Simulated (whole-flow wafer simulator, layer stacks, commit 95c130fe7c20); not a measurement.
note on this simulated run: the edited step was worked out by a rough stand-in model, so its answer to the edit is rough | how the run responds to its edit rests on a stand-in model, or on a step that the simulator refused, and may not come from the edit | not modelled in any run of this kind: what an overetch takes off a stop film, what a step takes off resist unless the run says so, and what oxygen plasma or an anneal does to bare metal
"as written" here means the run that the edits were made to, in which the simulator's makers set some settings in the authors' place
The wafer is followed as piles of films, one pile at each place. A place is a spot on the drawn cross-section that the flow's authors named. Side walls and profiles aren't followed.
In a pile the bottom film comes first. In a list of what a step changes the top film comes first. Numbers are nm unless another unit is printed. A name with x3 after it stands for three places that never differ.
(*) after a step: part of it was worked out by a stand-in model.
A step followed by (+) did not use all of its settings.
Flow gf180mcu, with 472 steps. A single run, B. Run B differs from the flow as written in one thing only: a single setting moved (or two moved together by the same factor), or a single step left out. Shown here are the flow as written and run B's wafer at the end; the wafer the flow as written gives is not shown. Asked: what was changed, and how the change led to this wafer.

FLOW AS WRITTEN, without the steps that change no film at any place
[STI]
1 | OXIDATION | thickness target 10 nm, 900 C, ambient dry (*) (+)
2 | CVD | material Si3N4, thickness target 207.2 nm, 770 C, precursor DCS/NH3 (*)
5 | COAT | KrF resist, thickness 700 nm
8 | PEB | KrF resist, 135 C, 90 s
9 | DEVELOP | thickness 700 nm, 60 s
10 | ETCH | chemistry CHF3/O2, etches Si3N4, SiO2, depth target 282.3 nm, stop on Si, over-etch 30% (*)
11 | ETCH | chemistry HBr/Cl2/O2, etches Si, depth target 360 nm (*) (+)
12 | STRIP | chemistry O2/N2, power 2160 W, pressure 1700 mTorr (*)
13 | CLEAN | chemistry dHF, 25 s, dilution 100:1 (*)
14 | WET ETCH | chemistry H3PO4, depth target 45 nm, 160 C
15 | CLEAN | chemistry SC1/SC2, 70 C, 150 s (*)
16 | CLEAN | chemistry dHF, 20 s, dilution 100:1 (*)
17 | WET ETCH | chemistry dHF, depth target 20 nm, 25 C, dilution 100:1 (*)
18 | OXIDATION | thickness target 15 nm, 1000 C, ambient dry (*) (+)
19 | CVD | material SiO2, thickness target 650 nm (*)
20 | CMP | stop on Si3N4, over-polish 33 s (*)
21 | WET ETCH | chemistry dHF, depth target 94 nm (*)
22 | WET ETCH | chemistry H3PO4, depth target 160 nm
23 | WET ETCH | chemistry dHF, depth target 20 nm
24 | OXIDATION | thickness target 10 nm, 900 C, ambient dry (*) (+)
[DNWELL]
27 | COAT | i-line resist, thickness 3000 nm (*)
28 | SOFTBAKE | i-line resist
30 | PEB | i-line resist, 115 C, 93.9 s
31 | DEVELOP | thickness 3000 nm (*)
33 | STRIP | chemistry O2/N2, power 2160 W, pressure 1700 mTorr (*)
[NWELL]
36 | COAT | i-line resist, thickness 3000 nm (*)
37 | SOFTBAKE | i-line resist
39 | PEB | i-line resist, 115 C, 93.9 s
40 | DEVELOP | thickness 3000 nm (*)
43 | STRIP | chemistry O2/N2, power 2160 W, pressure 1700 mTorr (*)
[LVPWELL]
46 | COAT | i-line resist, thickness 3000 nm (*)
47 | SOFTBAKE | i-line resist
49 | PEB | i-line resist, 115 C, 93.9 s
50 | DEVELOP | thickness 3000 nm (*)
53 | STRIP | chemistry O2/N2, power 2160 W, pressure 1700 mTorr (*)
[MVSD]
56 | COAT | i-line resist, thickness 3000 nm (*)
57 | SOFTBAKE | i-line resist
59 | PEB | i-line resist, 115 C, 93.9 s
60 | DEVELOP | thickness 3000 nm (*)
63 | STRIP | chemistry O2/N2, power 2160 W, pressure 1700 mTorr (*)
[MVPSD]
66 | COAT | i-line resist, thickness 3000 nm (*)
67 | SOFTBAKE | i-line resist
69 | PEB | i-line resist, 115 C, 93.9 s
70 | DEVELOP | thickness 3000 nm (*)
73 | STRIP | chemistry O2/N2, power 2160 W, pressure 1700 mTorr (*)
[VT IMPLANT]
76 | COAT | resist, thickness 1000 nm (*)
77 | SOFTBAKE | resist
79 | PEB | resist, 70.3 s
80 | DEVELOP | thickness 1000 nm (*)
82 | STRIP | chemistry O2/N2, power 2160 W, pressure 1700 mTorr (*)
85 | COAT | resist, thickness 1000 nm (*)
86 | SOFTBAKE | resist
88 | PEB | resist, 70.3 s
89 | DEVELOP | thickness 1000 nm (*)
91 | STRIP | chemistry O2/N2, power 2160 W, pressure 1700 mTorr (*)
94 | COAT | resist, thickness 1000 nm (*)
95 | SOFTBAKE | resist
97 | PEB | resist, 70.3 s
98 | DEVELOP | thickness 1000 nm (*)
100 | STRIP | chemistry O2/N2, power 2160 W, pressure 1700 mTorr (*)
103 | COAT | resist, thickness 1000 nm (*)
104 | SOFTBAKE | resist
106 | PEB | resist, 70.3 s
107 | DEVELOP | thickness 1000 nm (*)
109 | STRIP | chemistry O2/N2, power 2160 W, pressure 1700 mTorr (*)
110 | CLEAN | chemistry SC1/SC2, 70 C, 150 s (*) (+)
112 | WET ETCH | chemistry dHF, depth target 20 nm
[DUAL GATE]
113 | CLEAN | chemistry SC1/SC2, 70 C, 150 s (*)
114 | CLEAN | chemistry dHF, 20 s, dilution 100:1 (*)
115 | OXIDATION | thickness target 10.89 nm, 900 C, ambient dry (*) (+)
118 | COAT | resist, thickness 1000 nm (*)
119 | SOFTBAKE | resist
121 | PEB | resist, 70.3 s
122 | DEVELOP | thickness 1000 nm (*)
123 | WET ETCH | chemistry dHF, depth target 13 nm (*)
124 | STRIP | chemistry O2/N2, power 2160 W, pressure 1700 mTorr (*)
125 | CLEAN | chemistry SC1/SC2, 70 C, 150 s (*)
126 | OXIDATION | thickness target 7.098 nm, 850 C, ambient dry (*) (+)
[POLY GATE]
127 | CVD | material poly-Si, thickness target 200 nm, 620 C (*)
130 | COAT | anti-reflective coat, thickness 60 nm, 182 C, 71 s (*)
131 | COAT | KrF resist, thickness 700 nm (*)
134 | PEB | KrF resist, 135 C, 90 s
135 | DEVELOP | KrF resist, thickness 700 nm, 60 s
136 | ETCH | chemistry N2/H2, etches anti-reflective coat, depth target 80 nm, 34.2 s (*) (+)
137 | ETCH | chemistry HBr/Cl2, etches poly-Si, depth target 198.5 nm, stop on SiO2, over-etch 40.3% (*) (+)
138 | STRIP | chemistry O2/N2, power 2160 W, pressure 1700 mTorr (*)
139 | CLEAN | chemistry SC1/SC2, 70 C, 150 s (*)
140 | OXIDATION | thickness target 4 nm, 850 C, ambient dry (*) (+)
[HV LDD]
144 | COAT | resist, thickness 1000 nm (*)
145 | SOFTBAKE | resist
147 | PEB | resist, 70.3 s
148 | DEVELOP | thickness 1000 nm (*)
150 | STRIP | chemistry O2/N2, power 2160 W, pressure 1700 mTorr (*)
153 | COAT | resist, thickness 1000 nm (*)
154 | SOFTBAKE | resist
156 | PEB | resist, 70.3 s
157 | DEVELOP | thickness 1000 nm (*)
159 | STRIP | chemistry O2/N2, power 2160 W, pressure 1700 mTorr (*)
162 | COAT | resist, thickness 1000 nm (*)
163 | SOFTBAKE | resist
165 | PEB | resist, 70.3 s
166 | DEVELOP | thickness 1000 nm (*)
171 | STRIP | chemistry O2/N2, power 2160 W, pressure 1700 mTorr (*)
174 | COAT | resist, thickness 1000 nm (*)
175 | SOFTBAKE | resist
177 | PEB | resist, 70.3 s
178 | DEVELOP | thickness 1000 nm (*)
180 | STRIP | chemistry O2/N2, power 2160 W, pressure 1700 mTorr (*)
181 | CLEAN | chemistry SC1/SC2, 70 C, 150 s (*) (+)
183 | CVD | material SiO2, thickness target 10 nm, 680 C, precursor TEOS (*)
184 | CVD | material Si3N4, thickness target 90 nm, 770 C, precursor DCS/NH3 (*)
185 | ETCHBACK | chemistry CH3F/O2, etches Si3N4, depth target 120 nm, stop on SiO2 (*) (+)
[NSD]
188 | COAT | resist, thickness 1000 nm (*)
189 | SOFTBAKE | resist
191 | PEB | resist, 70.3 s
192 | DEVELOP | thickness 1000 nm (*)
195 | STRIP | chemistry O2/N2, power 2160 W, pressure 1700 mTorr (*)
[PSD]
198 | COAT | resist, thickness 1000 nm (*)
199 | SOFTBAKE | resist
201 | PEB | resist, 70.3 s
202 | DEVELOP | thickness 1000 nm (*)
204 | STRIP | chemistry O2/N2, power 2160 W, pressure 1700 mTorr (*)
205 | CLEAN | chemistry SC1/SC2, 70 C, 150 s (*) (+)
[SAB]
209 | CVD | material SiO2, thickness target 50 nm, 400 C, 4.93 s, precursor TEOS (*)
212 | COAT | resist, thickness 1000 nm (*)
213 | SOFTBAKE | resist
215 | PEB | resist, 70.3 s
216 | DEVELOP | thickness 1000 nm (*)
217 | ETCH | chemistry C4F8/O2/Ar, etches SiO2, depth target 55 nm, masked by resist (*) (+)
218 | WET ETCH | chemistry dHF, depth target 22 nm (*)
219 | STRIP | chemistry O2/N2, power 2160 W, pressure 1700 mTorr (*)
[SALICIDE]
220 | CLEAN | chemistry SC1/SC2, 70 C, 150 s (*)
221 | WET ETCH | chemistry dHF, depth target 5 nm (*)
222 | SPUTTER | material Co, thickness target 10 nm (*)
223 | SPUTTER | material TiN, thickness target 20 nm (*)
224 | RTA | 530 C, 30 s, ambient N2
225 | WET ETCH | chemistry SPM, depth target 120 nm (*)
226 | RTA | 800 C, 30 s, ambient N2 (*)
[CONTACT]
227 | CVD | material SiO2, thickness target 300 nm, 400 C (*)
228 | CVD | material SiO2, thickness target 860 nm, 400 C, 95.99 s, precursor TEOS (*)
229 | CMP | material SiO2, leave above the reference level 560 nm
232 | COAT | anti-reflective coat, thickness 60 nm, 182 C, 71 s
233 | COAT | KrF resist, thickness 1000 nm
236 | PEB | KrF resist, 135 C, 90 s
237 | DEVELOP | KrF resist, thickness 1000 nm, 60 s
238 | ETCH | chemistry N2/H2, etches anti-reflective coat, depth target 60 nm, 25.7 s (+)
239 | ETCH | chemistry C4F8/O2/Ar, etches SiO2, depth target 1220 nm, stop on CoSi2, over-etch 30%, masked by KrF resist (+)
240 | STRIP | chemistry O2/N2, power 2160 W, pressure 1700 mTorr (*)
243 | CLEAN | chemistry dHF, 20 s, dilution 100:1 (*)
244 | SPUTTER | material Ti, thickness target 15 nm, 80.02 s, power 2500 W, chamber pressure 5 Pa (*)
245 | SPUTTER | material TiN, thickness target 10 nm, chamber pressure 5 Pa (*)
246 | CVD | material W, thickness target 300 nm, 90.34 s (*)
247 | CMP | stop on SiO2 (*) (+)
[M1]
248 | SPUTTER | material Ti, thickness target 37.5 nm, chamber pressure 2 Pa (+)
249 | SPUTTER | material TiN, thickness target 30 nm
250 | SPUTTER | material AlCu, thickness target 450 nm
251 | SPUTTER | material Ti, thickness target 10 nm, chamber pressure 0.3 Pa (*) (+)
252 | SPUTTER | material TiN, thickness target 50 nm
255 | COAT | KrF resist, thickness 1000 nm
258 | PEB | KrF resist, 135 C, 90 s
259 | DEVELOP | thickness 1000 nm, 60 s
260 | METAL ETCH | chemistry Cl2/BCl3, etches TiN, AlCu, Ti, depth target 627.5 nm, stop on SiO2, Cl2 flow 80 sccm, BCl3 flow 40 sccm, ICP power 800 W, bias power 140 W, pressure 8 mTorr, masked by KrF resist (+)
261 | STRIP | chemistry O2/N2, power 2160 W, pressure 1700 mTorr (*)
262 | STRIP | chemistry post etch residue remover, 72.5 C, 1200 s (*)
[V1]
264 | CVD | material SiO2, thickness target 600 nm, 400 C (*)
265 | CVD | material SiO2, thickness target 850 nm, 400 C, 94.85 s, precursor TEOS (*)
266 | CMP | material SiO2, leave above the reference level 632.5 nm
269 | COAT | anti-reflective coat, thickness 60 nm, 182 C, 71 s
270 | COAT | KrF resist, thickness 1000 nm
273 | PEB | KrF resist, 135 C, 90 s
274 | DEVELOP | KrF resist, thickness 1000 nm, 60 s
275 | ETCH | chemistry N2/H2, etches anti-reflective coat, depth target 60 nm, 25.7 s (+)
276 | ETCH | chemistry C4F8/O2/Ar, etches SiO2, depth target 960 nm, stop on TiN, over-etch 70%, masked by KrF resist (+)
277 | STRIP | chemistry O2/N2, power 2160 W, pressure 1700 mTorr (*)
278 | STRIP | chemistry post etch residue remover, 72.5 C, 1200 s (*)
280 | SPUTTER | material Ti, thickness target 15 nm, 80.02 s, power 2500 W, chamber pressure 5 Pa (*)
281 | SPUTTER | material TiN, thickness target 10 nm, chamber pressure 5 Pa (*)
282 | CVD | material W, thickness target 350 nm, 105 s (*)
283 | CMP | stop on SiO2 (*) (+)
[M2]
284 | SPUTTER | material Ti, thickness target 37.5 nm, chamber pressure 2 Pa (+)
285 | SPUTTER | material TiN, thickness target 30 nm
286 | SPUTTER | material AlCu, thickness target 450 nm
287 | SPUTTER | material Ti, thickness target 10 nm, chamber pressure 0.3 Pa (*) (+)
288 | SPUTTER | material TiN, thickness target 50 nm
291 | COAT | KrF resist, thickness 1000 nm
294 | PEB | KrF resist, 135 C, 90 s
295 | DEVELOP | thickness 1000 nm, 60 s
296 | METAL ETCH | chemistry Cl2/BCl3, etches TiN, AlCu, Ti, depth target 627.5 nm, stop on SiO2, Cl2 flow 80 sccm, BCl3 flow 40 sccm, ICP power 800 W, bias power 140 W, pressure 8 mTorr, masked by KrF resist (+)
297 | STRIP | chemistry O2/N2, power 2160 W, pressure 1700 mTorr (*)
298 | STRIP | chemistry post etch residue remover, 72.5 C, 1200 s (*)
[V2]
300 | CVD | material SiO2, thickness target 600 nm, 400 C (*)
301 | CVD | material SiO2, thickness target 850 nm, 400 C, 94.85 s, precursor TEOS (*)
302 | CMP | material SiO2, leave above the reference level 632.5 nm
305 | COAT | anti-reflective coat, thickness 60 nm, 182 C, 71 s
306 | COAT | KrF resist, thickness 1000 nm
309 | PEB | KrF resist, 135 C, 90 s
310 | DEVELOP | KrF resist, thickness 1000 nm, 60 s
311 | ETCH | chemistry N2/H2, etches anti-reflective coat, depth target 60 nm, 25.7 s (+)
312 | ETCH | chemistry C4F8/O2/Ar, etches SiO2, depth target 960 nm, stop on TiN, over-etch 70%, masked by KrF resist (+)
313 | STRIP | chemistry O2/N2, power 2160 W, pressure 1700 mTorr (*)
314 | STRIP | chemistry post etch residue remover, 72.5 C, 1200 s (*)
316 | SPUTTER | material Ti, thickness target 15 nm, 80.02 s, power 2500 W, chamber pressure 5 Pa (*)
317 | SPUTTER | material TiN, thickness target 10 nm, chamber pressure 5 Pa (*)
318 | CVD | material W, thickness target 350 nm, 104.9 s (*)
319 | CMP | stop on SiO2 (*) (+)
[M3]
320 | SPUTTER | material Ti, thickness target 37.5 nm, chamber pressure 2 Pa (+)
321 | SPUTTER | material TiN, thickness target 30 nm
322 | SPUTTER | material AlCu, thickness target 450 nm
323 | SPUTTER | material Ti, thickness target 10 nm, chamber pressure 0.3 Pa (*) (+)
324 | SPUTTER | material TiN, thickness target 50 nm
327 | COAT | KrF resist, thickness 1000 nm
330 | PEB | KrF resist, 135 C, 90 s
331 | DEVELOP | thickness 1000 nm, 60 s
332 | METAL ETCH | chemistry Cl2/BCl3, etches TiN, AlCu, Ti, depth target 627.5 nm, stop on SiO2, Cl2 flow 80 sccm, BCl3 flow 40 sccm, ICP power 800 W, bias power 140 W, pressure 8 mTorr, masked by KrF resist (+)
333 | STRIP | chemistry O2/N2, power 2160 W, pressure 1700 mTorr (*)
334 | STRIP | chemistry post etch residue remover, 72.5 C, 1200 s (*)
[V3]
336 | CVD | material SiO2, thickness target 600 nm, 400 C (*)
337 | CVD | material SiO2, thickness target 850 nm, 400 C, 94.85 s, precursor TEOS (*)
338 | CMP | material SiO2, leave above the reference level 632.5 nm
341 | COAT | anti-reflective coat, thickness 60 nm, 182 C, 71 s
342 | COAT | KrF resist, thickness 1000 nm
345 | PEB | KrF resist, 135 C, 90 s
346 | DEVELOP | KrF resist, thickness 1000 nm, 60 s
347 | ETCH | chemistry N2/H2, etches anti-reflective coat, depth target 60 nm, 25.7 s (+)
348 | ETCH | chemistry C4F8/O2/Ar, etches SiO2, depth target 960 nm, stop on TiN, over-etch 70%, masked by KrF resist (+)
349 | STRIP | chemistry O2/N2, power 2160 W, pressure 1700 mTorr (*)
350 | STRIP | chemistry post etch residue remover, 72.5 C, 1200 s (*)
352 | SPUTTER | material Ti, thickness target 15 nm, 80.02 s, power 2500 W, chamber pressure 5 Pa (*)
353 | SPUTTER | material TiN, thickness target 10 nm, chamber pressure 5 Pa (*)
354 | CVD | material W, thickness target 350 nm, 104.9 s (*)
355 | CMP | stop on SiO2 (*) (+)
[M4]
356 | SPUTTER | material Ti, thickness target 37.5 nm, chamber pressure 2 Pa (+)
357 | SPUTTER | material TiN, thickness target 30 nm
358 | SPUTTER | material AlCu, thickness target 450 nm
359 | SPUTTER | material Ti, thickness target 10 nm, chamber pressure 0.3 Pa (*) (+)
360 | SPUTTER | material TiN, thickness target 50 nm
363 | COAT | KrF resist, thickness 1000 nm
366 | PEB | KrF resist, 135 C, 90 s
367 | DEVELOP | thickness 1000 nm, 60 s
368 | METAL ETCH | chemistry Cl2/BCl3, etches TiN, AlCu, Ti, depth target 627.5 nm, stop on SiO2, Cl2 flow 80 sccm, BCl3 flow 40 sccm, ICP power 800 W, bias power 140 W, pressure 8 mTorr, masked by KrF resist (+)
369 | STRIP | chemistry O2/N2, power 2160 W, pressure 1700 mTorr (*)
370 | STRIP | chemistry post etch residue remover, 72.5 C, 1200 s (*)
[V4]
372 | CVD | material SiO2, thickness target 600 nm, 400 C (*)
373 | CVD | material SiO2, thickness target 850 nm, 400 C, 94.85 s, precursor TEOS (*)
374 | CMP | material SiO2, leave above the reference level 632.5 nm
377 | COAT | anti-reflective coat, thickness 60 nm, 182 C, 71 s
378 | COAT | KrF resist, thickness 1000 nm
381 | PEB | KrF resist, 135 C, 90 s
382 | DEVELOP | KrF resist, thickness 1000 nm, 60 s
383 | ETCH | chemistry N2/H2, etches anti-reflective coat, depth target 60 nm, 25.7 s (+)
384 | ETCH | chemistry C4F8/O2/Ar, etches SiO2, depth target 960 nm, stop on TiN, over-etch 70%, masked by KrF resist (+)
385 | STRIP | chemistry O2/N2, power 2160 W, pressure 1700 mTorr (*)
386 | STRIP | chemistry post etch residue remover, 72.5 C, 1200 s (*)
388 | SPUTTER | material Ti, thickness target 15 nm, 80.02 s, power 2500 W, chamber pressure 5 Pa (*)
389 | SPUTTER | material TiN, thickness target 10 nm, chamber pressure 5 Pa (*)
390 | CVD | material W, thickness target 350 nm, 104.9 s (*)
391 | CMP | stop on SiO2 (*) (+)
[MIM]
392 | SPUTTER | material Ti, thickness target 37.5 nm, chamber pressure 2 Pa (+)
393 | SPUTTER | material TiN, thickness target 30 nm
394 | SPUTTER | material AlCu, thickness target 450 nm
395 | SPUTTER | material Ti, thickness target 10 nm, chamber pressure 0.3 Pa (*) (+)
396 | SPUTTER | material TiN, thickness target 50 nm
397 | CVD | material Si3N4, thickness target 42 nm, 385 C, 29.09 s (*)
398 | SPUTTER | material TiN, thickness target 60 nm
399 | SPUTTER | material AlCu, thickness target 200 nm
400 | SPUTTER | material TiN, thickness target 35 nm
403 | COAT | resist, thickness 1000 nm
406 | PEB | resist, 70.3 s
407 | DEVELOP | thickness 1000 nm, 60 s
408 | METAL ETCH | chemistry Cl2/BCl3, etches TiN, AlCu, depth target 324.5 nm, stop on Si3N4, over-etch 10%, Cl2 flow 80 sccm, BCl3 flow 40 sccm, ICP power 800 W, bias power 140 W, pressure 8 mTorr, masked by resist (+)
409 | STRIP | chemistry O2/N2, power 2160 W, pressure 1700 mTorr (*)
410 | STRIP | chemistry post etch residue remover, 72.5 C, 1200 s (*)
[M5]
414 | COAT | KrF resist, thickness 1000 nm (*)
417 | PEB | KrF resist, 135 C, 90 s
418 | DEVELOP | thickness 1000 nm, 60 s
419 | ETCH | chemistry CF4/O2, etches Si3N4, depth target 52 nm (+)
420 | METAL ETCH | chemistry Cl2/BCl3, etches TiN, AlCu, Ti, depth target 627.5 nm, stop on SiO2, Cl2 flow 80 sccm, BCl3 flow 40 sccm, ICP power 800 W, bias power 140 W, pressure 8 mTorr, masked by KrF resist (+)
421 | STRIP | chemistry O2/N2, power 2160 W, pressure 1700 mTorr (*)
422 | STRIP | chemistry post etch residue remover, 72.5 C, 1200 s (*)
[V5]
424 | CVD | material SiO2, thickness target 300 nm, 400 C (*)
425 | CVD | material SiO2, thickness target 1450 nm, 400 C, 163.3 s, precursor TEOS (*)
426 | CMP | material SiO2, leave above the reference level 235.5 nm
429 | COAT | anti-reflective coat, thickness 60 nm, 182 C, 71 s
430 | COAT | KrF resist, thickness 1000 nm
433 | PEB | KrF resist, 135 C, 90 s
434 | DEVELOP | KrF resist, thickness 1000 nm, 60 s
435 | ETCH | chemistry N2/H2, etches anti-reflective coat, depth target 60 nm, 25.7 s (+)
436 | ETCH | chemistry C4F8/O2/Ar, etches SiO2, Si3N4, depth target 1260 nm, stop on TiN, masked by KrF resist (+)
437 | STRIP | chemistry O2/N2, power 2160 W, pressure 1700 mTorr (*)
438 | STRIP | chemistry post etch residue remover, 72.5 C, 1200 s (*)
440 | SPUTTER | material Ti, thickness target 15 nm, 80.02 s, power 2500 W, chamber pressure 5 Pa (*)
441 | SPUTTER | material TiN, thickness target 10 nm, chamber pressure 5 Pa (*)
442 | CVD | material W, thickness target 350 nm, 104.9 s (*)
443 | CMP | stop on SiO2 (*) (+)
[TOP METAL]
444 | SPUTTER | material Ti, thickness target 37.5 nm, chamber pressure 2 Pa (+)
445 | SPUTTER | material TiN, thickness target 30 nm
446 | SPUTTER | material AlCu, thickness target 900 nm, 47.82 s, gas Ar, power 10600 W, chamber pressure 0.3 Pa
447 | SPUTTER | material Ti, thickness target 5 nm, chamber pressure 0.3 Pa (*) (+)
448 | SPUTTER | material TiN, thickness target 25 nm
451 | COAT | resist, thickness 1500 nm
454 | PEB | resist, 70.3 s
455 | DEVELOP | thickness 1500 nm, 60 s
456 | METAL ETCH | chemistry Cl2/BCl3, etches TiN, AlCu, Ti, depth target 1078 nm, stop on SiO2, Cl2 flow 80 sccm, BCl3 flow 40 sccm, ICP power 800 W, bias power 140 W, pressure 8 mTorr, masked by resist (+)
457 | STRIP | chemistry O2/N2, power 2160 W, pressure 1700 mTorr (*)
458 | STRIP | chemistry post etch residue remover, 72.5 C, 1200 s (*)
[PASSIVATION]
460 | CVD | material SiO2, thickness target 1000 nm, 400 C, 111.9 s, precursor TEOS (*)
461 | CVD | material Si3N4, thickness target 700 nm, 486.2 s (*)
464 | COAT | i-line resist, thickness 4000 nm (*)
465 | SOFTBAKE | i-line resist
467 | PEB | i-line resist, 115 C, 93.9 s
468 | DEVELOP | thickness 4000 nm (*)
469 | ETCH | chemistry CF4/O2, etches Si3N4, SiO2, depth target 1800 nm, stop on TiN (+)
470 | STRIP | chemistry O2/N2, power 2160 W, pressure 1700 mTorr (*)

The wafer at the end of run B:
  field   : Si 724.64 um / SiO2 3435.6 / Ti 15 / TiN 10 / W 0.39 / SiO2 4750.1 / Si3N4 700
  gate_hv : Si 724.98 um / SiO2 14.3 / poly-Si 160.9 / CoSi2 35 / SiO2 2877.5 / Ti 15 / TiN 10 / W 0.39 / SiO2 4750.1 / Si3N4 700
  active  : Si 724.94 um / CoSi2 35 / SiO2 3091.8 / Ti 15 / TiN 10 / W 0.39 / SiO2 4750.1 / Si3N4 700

The reason: step 301, CVD: thickness target 484 nm was run, whereas the flow has thickness target 850 nm; step 301, CVD: 54.07 s was run, where the flow has 94.85 s.

The path from the change to this, step by step:
  301 | CVD | material SiO2, thickness target 850 nm, 400 C, 94.85 s, precursor TEOS (*)
      field, field__w1, field__w2 and 108 more: +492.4 SiO2 (as written it would have been: +850 SiO2)
  302 | CMP | material SiO2, leave above the reference level 632.5 nm
      field, field__w1, field__w2 and 103 more: nothing (as written it would have been: -300 SiO2)
      field__w8, contact, m1, m1__w1, m1_nw: -519.4 SiO2 (as written it would have been: -877.1 SiO2)
  305 | COAT | anti-reflective coat, thickness 60 nm, 182 C, 71 s
      field: +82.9 anti-reflective coat (new film) (as written it would have been: +60 anti-reflective coat (new film))
      field__w8: +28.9 anti-reflective coat (new film) (as written it would have been: +60 anti-reflective coat (new film))
      (and at 11 other places as well)
  306 | COAT | KrF resist, thickness 1000 nm
      m1: +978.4 KrF resist (new film) (as written it would have been: +1000 KrF resist (new film))
      m1_nw: +976.2 KrF resist (new film) (as written it would have been: +1000 KrF resist (new film))
  311 | ETCH | chemistry N2/H2, etches anti-reflective coat, depth target 60 nm, 25.7 s (+)
      contact: -31 anti-reflective coat (all of it), -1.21 SiO2 (as written it would have been: -60 anti-reflective coat (all of it), -0.46 SiO2)
  313 | STRIP | chemistry O2/N2, power 2160 W, pressure 1700 mTorr (*)
      field: -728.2 KrF resist (all of it), -82.9 anti-reflective coat (all of it) (as written it would have been: -739.2 KrF resist (all of it), -60 anti-reflective coat (all of it))
      field__w8: -733.1 KrF resist (all of it), -28.9 anti-reflective coat (all of it) (as written it would have been: -739.2 KrF resist (all of it), -60 anti-reflective coat (all of it))
      (and at 12 other places as well)
  318 | CVD | material W, thickness target 350 nm, 104.9 s (*)
      contact: +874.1 W (new film) (as written it would have been: +932.3 W (new film))
  319 | CMP | stop on SiO2 (*) (+)
      field, field__w1, field__w2 and 103 more: -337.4 W (as written it would have been: -350 W (all of it), -10 TiN (all of it), -15 Ti (all of it), -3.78 SiO2)
      field__w8, m1, m1__w1, m1_nw: -350 W (all of it), -10 TiN (all of it), -15 Ti (all of it), -20 SiO2 (as written it would have been: -350 W (all of it), -10 TiN (all of it), -15 Ti (all of it), -3.78 SiO2)
      (and at 1 other place as well)
  332 | METAL ETCH | chemistry Cl2/BCl3, etches TiN, AlCu, Ti, depth target 627.5 nm, stop on SiO2, Cl2 flow 80 sccm, BCl3 flow 40 sccm, ICP power 800 W, bias power 140 W, pressure 8 mTorr, masked by KrF resist (+)
      field, field__w1, field__w2 and 103 more: -50 TiN (all of it), -10 Ti (all of it), -450 AlCu (all of it), -30 TiN (all of it), -37.5 Ti (all of it), -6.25 W (as written it would have been: -50 TiN (all of it), -10 Ti (all of it), -450 AlCu (all of it), -30 TiN (all of it), -37.5 Ti (all of it))
  334 | STRIP | chemistry post etch residue remover, 72.5 C, 1200 s (*)
      field, field__w1, field__w2 and 103 more: -6.01 W (as written it would have been: nothing)
  336 | CVD | material SiO2, thickness target 600 nm, 400 C (*)
      field, field__w1, field__w2 and 103 more: +600 SiO2 (new film) (as written it would have been: +600 SiO2)
  338 | CMP | material SiO2, leave above the reference level 632.5 nm
      field, field__w1, field__w2 and 103 more: -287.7 SiO2 (as written it would have been: -300 SiO2)
With metal films that touch counted as one body, field has 1 body; the flow as written gives 0 bodies.
With metal films that touch counted as one body, gate_hv has 2 bodies (between them, from the top down: SiO2 2877.5); the flow as written gives 1 body.
With metal films that touch counted as one body, active has 2 bodies (between them, from the top down: SiO2 3091.8); the flow as written gives 1 body.
